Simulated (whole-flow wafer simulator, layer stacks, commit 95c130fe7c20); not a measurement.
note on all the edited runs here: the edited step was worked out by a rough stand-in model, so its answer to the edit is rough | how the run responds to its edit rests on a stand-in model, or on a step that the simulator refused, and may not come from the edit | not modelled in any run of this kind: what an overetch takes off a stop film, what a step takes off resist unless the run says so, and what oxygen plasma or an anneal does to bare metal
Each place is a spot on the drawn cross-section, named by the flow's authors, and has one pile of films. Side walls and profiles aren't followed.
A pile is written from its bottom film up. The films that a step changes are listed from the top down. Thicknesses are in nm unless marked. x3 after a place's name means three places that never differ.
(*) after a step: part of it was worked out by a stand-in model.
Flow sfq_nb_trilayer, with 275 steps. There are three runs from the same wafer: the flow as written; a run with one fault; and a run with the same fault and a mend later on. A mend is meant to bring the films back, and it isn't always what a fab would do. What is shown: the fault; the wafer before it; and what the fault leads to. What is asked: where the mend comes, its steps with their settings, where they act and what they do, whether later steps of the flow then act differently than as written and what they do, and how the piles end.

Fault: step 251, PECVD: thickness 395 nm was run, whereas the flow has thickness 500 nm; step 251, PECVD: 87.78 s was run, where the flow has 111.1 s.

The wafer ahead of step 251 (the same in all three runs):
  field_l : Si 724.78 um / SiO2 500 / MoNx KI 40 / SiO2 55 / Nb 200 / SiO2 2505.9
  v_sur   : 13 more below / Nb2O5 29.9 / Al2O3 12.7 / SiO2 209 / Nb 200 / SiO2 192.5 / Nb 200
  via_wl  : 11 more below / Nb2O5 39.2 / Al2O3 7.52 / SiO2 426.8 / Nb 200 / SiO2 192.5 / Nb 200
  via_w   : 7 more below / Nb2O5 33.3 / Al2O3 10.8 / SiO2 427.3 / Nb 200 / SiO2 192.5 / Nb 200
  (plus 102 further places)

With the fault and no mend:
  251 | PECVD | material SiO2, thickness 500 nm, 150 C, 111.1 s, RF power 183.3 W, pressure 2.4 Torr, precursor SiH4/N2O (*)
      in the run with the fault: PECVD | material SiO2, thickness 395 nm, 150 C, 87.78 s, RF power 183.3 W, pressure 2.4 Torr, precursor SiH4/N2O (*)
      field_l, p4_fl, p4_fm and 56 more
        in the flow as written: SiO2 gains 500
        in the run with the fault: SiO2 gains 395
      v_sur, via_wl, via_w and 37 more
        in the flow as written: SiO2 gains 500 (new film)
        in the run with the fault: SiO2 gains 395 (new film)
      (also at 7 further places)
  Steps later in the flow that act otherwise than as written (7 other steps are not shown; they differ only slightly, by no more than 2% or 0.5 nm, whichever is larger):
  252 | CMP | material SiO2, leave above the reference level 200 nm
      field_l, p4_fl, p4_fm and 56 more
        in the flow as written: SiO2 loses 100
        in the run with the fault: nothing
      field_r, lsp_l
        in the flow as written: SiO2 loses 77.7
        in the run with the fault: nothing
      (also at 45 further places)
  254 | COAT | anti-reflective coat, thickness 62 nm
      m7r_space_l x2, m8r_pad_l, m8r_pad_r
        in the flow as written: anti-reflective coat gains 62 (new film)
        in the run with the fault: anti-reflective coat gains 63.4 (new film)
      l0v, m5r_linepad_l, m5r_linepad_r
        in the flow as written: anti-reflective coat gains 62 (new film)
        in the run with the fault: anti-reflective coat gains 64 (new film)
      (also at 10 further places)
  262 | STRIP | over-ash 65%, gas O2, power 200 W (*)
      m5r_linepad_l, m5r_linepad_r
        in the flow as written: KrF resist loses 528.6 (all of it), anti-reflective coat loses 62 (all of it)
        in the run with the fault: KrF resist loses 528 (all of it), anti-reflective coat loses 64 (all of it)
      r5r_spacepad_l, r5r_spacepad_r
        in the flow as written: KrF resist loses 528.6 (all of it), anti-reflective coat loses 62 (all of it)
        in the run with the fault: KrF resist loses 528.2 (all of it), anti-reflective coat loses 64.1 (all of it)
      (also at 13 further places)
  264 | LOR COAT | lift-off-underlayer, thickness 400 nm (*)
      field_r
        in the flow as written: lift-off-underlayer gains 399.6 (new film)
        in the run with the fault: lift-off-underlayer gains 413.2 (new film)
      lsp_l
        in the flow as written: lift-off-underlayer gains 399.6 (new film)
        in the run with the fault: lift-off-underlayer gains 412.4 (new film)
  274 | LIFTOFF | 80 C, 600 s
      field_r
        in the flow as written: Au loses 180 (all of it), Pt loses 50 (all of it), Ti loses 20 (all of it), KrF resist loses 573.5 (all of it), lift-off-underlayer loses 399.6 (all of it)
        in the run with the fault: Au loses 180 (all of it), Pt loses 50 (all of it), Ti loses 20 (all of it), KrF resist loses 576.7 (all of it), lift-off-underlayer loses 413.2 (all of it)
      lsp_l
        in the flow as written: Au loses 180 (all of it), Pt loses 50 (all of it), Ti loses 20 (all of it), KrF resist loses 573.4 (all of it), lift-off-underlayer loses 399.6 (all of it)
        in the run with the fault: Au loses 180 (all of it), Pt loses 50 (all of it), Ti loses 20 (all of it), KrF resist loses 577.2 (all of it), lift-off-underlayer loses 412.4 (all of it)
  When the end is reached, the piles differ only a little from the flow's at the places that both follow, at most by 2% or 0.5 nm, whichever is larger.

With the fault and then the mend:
  The mend follows step 251.
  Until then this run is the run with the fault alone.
  251a | PECVD | material SiO2, thickness 105 nm, 150 C, 23.33 s, RF power 183.3 W, pressure 2.4 Torr, precursor SiH4/N2O (*) (the flow's step 251, run once more with other settings)
      field_l, v_sur, via_wl and 98 more
        SiO2 gains 105
      field_r, lsp_l
        SiO2 gains 101
      l0_sur, l0v
        SiO2 gains 102.7
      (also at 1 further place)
  Steps later in the flow that act otherwise than as written:
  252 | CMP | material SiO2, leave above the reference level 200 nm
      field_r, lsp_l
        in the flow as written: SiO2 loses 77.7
        in the run with the mend: SiO2 loses 79.3
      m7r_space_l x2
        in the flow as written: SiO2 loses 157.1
        in the run with the mend: SiO2 loses 100
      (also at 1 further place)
  The piles end the same as the flow's at every place that both follow.
